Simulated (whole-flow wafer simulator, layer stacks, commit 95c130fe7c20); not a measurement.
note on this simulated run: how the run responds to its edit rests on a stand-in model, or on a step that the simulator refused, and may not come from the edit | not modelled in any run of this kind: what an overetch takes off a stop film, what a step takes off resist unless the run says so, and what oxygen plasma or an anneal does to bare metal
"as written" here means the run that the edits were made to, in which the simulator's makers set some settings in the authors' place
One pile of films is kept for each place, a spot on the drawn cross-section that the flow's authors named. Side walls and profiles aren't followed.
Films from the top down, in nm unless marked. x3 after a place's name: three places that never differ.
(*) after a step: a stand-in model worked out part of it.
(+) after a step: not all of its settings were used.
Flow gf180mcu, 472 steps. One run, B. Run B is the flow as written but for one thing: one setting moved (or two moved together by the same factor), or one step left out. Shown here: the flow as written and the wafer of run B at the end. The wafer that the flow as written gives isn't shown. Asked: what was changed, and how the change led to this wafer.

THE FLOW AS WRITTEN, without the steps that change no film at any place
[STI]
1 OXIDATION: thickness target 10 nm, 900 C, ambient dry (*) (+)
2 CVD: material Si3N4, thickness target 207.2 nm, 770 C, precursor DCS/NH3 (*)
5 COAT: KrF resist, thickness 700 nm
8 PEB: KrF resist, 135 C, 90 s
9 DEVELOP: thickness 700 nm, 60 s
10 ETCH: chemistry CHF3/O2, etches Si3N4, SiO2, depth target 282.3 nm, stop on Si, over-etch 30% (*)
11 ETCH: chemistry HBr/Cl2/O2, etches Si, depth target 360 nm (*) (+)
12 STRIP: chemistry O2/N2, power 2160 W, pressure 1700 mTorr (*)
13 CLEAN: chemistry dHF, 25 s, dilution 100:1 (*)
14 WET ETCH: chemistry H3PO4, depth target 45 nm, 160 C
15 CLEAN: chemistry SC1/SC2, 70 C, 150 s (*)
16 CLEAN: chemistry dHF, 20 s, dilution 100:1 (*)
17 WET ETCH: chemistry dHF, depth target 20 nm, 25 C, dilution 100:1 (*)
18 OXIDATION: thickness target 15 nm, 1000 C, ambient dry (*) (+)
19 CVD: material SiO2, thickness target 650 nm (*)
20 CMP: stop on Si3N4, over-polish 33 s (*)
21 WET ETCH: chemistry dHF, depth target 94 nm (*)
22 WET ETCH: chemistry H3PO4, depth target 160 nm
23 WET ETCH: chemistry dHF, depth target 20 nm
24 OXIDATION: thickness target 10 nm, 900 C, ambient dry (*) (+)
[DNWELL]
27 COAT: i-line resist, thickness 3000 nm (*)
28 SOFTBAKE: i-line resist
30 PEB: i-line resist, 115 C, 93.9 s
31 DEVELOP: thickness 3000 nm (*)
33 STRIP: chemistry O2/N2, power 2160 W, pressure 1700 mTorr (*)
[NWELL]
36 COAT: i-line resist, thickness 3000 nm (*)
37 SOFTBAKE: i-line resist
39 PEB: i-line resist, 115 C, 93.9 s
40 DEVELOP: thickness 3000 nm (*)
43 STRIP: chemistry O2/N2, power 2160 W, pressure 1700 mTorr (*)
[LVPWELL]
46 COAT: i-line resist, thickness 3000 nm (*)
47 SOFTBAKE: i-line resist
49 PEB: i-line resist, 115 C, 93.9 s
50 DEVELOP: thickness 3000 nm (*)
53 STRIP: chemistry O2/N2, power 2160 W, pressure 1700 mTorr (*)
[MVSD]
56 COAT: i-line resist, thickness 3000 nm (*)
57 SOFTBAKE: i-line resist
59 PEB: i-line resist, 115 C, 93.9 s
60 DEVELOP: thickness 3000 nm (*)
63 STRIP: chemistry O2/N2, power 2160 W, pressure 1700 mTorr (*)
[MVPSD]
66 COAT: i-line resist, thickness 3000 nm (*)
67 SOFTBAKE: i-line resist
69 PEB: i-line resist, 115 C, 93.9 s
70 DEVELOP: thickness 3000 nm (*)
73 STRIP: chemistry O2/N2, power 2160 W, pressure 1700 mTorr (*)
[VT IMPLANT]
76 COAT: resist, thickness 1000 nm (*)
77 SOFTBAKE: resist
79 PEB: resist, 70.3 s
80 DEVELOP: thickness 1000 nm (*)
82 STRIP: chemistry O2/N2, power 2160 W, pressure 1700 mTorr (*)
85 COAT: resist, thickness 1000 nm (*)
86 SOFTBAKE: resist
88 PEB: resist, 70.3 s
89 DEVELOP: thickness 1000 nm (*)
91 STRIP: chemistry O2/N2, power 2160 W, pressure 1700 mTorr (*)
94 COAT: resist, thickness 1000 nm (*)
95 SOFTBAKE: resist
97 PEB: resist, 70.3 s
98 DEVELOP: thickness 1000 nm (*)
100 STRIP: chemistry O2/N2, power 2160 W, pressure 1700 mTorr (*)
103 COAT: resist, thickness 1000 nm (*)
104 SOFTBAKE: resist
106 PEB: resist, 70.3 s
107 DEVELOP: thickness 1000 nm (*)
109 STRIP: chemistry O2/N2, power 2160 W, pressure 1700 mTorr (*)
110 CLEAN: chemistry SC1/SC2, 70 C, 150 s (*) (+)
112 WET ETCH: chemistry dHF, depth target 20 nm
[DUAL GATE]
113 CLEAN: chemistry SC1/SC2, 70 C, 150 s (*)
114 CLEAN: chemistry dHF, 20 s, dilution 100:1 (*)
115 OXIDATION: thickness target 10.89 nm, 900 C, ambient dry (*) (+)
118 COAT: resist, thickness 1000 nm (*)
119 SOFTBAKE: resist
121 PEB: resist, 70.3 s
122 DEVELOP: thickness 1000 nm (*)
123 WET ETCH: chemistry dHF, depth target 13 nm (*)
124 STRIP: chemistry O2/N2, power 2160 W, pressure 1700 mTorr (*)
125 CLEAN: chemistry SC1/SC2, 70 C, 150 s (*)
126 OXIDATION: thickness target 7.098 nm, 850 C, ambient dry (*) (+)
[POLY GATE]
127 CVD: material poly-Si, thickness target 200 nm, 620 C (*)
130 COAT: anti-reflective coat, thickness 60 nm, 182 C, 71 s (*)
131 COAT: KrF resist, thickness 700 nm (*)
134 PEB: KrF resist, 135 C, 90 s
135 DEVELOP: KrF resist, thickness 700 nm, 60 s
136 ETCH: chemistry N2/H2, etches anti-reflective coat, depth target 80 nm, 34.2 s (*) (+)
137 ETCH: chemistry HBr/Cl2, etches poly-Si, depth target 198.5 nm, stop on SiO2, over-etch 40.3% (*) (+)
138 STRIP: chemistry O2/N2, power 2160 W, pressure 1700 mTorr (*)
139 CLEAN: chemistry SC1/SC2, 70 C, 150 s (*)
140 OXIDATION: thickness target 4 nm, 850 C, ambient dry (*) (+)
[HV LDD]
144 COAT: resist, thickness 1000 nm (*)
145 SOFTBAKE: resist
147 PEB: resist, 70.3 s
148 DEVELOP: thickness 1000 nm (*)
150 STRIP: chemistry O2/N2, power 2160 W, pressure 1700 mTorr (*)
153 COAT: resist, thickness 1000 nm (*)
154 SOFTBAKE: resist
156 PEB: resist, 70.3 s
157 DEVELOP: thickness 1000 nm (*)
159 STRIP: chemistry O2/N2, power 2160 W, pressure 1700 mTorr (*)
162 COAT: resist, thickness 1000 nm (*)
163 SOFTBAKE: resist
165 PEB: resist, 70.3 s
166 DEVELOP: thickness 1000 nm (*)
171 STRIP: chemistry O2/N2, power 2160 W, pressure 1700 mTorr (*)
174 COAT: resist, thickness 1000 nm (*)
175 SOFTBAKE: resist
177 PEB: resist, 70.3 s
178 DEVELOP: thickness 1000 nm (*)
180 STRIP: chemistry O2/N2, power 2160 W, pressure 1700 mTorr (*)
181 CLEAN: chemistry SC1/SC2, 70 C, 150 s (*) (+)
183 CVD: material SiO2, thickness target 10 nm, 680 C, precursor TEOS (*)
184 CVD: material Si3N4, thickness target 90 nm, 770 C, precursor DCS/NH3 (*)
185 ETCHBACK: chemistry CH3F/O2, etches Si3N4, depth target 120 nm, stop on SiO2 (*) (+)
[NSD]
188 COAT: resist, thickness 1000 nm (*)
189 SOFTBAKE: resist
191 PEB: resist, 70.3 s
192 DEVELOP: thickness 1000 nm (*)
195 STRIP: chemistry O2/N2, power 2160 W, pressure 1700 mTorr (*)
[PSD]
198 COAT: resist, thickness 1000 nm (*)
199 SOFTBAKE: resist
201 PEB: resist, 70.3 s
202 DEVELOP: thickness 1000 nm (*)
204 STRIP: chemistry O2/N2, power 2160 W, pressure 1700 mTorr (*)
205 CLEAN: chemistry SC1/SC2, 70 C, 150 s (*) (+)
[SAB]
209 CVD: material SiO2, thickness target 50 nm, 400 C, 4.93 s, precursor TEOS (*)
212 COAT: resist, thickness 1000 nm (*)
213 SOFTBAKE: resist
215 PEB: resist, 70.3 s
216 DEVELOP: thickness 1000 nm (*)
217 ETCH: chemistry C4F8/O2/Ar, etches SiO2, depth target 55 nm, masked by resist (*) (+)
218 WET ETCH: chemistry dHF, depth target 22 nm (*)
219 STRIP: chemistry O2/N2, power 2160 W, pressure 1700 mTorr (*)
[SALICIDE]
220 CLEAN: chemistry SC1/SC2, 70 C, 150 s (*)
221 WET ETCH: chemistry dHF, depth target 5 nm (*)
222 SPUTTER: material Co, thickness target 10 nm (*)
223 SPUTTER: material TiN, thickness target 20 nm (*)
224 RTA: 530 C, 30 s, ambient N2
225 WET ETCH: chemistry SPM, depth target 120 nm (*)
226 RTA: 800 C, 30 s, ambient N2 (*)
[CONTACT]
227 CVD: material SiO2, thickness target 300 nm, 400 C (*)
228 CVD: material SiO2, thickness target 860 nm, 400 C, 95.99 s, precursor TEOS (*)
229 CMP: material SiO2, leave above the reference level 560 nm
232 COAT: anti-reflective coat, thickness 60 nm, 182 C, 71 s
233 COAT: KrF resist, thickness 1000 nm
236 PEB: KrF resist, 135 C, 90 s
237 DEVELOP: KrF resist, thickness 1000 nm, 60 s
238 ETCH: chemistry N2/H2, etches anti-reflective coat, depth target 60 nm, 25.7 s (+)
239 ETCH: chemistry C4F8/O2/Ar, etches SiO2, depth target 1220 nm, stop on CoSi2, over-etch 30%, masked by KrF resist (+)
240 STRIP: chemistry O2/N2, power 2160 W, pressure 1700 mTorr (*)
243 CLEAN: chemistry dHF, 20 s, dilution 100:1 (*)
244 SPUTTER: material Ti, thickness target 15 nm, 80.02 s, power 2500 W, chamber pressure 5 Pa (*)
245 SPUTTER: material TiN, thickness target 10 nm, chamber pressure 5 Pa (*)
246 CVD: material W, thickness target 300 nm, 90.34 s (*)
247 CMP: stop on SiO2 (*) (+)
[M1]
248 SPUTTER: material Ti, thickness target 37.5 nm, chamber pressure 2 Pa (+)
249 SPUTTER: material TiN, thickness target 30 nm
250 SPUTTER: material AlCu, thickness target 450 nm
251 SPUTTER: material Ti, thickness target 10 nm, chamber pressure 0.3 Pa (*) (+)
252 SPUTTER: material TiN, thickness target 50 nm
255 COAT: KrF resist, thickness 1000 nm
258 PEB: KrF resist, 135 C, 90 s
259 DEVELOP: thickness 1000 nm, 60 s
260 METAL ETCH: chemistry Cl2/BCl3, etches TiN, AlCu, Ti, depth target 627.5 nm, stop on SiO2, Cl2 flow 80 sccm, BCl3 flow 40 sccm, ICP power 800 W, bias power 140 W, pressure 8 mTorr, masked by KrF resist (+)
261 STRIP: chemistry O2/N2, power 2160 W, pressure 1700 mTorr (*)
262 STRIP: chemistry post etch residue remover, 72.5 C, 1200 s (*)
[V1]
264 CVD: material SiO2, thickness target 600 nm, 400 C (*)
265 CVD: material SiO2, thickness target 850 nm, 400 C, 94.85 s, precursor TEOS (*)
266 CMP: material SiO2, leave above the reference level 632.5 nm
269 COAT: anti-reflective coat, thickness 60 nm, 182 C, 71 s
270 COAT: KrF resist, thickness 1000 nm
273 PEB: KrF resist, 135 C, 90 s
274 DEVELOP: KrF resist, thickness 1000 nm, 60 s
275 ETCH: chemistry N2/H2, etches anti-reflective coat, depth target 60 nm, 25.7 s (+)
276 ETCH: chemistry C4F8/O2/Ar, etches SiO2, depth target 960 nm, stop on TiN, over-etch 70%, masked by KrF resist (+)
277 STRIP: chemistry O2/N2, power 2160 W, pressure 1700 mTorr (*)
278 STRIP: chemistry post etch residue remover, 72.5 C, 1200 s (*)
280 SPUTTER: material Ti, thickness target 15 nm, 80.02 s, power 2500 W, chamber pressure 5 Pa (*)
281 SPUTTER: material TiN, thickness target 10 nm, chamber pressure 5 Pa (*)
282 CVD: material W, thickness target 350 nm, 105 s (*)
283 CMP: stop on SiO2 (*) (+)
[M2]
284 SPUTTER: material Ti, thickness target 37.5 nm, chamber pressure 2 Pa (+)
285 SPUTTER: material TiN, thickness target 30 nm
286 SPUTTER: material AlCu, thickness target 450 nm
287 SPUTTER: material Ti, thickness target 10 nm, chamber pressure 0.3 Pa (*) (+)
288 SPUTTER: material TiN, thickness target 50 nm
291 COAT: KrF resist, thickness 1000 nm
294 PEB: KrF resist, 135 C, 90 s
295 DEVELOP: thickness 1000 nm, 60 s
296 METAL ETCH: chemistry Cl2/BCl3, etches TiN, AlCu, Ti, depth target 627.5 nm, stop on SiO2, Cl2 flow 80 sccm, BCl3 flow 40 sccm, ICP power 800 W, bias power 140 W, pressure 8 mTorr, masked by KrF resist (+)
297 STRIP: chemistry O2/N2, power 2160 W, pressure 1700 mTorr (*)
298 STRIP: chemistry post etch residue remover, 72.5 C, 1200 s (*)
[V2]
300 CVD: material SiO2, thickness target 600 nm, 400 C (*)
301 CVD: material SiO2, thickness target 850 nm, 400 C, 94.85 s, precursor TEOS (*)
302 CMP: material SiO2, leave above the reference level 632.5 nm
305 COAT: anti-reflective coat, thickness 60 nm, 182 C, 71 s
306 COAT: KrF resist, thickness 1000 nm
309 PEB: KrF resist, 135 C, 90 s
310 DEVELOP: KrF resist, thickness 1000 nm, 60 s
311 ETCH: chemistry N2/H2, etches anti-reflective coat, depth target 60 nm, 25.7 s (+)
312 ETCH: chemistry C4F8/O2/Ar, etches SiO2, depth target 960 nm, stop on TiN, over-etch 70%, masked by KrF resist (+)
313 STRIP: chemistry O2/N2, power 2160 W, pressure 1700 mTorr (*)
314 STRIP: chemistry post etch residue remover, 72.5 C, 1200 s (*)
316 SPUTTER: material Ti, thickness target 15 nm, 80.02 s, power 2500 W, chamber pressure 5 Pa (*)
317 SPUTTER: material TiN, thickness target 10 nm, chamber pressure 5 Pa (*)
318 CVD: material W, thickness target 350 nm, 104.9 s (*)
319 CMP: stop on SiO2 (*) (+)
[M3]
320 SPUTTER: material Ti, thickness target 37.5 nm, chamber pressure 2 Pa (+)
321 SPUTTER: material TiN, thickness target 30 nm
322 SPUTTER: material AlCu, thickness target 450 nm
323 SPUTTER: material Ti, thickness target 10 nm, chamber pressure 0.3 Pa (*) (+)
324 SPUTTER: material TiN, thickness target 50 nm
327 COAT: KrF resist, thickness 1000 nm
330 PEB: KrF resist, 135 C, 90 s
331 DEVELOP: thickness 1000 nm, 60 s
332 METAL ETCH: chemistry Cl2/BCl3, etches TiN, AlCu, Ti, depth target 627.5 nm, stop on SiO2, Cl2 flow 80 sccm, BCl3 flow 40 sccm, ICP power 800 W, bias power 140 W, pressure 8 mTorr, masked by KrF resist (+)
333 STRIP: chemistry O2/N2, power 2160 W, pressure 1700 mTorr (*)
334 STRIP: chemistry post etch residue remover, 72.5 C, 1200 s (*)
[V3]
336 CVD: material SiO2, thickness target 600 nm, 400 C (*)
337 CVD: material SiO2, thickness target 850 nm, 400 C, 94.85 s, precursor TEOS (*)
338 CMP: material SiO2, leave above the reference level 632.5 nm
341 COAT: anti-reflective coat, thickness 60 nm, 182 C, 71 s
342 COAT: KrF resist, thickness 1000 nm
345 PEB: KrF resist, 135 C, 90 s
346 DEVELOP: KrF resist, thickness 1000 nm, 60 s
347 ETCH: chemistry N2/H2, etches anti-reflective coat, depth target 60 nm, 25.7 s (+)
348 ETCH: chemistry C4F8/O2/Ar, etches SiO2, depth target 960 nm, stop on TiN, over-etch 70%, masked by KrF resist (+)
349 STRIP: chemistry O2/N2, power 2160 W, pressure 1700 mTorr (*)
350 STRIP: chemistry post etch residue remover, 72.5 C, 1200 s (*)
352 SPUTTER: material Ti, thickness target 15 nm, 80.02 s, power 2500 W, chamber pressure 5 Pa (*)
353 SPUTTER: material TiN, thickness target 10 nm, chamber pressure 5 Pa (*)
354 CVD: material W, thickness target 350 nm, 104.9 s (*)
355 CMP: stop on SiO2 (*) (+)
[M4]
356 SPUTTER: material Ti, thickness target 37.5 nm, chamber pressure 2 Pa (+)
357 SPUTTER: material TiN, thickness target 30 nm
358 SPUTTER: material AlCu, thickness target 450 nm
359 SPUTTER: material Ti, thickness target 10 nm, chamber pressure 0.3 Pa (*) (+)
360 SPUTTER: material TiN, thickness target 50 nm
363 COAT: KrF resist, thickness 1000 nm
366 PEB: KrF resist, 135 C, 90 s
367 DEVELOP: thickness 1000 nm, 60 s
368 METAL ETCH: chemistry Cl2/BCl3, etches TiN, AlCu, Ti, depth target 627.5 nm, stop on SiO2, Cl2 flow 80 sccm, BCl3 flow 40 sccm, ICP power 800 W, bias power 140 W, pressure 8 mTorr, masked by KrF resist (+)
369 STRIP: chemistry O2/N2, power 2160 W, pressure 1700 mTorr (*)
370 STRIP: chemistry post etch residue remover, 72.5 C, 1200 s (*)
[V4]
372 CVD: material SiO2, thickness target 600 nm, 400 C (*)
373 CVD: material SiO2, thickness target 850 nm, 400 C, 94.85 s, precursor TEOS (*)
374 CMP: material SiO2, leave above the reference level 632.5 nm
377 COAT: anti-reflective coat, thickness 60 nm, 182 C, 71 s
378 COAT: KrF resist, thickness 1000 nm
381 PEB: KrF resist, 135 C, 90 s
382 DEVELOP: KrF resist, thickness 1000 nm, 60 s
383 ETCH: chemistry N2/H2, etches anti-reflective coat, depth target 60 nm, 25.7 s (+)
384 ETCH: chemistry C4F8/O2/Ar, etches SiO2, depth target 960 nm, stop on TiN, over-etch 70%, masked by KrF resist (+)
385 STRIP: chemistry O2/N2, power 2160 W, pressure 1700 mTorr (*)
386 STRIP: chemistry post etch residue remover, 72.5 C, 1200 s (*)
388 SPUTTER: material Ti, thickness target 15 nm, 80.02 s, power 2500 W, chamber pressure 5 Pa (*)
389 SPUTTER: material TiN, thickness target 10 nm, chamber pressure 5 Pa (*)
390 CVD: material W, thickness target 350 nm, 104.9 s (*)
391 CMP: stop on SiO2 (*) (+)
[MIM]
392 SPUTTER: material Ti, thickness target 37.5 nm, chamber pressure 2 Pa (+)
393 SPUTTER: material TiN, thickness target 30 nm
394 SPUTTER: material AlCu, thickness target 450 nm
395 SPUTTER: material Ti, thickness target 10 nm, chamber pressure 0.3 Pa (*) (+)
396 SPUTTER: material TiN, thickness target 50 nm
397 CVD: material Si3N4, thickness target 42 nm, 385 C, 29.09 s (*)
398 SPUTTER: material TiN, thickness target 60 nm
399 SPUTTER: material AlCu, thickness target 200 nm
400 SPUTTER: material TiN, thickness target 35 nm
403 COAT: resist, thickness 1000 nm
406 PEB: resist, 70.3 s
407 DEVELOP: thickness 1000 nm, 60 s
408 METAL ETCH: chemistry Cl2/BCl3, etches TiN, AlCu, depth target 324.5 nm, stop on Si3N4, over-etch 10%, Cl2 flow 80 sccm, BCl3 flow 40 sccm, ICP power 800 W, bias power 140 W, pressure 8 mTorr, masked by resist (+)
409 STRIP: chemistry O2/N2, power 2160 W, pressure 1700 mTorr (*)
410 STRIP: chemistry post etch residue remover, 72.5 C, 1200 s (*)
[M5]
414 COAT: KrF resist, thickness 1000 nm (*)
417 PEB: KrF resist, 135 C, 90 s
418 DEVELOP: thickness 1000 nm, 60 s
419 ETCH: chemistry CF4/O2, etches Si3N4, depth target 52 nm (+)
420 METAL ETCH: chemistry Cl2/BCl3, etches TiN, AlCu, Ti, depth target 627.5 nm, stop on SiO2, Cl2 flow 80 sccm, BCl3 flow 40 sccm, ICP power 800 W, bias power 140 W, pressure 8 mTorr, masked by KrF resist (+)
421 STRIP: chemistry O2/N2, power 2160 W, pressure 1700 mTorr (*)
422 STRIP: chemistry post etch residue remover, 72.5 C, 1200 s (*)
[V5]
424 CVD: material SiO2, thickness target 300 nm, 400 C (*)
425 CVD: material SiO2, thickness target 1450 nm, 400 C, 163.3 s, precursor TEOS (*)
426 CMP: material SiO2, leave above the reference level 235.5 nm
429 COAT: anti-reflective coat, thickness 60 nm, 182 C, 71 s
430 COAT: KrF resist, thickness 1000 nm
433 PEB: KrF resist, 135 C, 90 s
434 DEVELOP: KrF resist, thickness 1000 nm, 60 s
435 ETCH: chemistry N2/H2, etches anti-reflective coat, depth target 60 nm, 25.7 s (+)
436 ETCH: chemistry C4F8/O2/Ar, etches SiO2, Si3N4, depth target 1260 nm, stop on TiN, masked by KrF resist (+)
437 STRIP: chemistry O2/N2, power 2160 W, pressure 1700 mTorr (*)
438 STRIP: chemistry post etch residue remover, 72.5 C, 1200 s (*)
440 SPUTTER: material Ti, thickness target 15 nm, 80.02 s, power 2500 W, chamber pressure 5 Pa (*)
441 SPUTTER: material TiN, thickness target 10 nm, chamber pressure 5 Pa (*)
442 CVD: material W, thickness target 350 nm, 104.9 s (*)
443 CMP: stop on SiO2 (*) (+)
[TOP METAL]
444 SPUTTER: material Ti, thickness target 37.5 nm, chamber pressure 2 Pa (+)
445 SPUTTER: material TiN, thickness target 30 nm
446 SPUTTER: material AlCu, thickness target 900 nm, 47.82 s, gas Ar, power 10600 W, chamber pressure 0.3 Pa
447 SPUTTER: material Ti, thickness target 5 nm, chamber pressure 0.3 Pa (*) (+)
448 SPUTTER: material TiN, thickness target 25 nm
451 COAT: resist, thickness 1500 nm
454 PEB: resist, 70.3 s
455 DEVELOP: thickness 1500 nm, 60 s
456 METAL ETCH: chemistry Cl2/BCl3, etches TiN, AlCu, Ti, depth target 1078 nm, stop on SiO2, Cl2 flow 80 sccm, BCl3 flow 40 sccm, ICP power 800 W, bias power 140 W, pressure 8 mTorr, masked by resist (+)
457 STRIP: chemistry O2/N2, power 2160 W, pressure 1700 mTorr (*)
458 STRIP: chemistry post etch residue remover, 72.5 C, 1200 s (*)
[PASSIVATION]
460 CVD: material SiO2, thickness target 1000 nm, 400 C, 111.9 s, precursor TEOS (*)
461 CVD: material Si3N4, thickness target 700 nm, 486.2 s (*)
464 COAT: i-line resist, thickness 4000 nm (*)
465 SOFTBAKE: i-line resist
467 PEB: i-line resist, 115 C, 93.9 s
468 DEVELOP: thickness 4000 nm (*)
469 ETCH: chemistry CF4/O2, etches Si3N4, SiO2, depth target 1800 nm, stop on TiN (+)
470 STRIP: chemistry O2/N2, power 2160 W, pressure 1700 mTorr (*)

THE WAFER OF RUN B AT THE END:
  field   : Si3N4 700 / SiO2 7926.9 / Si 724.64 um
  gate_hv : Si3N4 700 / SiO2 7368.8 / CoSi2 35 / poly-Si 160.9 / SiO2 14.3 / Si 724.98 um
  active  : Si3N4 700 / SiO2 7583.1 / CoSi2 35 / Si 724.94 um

The cause: step 338, CMP: leave above the reference level 332.1 nm was run, where the flow has leave above the reference level 632.5 nm.

How the change led to this, step by step:
  338 CMP: material SiO2, leave above the reference level 632.5 nm
      field, field__w1, field__w2 and 103 more: SiO2 -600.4 (as written it would be: SiO2 -300)
      field__w8, contact, m1, m1__w1, m1_nw: SiO2 -1177.5 (as written it would be: SiO2 -877.1)
  348 ETCH: chemistry C4F8/O2/Ar, etches SiO2, depth target 960 nm, stop on TiN, over-etch 70%, masked by KrF resist (+)
      field, field__w1, field__w2 and 107 more: KrF resist -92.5 (as written it would be: KrF resist -192)
      contact: SiO2 -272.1 (all of it) (as written it would be: SiO2 -572.5 (all of it))
  349 STRIP: chemistry O2/N2, power 2160 W, pressure 1700 mTorr (*)
      field, field__w1, field__w2 and 107 more: KrF resist -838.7 (all of it), anti-reflective coat -60 (all of it) (as written it would be: KrF resist -739.2 (all of it), anti-reflective coat -60 (all of it))
  352 SPUTTER: material Ti, thickness target 15 nm, 80.02 s, power 2500 W, chamber pressure 5 Pa (*)
      contact: Ti +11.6 (new film) (as written it would be: Ti +9.65 (new film))
  353 SPUTTER: material TiN, thickness target 10 nm, chamber pressure 5 Pa (*)
      contact: TiN +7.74 (new film) (as written it would be: TiN +6.4 (new film))
  354 CVD: material W, thickness target 350 nm, 104.9 s (*)
      contact: W +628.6 (new film) (as written it would be: W +932.3 (new film))
